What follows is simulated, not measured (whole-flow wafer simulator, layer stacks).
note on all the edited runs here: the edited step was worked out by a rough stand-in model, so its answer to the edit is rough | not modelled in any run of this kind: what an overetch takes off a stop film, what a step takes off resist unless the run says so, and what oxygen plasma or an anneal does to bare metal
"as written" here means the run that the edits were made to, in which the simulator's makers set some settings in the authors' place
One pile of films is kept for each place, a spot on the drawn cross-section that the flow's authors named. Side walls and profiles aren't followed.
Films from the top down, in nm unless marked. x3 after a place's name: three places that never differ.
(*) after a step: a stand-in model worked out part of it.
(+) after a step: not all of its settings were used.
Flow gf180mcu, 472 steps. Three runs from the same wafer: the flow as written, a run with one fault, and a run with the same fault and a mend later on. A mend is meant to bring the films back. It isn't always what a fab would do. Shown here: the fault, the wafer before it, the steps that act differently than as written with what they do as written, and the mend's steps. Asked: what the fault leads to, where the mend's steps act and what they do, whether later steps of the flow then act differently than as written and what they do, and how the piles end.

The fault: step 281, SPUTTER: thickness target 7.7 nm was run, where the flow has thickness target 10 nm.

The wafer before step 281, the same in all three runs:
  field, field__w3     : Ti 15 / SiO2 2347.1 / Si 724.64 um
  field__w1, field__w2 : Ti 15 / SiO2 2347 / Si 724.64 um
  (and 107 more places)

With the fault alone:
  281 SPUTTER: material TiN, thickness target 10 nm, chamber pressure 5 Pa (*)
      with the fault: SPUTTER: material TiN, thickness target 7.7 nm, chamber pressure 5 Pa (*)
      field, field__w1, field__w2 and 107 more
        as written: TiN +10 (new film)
        with the fault: TiN +7.7 (new film)
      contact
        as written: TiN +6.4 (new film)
        with the fault: TiN +4.93 (new film)
  Later steps of the flow that act differently than as written (1 more step differs only slightly, by at most 2% or 0.5 nm, whichever is larger, and isn't shown):
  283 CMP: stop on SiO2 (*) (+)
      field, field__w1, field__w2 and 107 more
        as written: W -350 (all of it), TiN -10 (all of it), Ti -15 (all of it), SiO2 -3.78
        with the fault: W -350 (all of it), TiN -7.7 (all of it), Ti -15 (all of it), SiO2 -3.76
  At the end the piles differ from the flow's by more than 2% or 0.5 nm, whichever is larger, at contact.
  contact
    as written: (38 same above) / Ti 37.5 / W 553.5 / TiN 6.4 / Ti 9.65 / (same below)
    with the fault: (38 same above) / Ti 37.5 / W 555 / TiN 4.93 / Ti 9.65 / (same below)

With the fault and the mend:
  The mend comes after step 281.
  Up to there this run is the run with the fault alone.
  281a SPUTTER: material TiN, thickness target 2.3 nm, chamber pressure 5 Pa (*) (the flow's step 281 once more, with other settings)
      field, field__w1, field__w2 and 107 more
        TiN +2.3
      contact
        TiN +1.47
  No later step of the flow acts differently than as written at any place that is followed.
  At the end the piles are the same as the flow's at every place that both follow.
